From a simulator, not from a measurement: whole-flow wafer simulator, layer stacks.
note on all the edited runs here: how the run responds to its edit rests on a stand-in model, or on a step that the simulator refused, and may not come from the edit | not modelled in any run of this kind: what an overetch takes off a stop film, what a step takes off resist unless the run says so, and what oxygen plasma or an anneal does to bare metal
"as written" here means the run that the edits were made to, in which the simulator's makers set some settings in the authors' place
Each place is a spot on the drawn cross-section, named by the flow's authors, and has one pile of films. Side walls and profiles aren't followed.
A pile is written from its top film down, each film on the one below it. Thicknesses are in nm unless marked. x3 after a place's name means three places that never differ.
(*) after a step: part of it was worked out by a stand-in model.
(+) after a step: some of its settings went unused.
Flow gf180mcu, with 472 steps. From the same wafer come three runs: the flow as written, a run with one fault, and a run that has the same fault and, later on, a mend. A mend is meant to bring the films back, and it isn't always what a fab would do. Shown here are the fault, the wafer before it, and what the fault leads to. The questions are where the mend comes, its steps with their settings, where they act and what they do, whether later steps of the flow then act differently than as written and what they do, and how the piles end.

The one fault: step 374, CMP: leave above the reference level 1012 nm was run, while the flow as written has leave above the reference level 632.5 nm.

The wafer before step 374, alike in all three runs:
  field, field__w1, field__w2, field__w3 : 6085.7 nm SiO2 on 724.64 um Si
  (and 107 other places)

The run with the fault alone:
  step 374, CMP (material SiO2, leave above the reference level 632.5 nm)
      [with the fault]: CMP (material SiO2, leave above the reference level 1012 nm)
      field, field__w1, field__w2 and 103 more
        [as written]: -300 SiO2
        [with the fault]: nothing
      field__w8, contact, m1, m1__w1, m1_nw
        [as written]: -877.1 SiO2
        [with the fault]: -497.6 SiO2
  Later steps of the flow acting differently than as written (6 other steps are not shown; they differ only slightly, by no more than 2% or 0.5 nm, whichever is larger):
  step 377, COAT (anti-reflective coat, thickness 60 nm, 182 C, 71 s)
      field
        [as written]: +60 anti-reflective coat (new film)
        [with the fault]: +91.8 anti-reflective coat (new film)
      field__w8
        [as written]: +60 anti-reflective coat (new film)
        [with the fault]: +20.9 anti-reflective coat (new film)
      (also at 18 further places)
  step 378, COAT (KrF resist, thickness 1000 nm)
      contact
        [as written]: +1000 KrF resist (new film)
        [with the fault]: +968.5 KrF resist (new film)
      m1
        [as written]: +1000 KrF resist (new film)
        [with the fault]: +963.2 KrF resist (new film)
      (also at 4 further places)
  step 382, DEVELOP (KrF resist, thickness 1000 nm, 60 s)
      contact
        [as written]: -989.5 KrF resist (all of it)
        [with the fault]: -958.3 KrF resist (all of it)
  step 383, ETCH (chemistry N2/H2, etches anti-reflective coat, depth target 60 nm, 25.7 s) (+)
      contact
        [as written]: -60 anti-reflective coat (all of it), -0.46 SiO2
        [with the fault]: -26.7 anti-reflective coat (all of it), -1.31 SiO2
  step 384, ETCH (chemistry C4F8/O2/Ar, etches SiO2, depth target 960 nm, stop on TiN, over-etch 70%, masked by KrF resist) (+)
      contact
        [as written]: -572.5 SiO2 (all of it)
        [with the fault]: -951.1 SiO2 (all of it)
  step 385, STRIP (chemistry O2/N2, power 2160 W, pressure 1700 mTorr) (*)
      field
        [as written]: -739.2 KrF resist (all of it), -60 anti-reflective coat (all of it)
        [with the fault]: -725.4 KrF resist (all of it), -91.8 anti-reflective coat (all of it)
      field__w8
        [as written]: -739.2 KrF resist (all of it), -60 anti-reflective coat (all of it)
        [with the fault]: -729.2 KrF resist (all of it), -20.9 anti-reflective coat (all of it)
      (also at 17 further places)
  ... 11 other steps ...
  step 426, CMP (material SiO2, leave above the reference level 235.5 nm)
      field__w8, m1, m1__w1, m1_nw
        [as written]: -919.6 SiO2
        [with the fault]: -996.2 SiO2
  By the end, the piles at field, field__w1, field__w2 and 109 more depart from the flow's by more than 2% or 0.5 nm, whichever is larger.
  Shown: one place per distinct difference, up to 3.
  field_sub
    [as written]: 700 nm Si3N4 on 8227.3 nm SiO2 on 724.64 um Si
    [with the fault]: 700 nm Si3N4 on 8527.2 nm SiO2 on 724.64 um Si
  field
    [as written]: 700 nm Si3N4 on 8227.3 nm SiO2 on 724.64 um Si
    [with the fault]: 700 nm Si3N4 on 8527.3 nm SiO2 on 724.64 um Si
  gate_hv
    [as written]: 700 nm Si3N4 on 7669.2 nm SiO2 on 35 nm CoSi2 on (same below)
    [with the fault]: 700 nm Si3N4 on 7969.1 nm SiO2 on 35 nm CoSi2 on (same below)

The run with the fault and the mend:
  The mend follows step 382.
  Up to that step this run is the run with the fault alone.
  step 382a, STRIP (chemistry O2/N2, power 2160 W, pressure 1700 mTorr) (*)
      iso_ptap_pw, iso_ntap_nw, iso_nw_fld and 33 more
        -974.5 KrF resist (all of it), -60 anti-reflective coat (all of it)
      field_sub, field_sub__w1, field_sub__w2 and 10 more
        -975.3 KrF resist (all of it), -60.2 anti-reflective coat (all of it)
      p_well, sti, spacer, sd_n, mim_1p0, pad, dice_street
        -974.6 KrF resist (all of it), -60.7 anti-reflective coat (all of it)
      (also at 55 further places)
  step 382b, CMP (material SiO2, leave above the reference level 632.5 nm) (a further turn of the flow's step 374)
      field, field__w1, field__w2 and 103 more
        -300 SiO2
      field__w8, contact, m1, m1__w1, m1_nw
        -379.5 SiO2
  step 382c, HMDS (120 C, 60 s) (a further turn of the flow's step 376)
      leaves every film unchanged at each place that is followed
  step 382d, COAT (anti-reflective coat, thickness 60 nm, 182 C, 71 s) (a further turn of the flow's step 377)
      field, field__w1, field__w2 and 108 more
        +60 anti-reflective coat (new film)
  step 382e, COAT (KrF resist, thickness 1000 nm) (a further turn of the flow's step 378)
      field, field__w1, field__w2 and 108 more
        +1000 KrF resist (new film)
  step 382f, SOFTBAKE (KrF resist) (a further turn of the flow's step 379)
      leaves every film unchanged at each place that is followed
  step 382g, EXPOSE (photomask Via4) (a further turn of the flow's step 380)
      leaves every film unchanged at each place that is followed
  step 382h, PEB (KrF resist, 135 C, 90 s) (a further turn of the flow's step 381)
      field, field__w1, field__w2 and 108 more
        -10.5 KrF resist
  step 382i, DEVELOP (KrF resist, thickness 1000 nm, 60 s) (a further turn of the flow's step 382)
      field, field__w1, field__w2 and 107 more
        -14.9 KrF resist
      contact
        -989.5 KrF resist (all of it)
  Every later step of the flow that is run acts as written at every place that is followed.
  At every place that both follow, the piles at the end match the flow's.
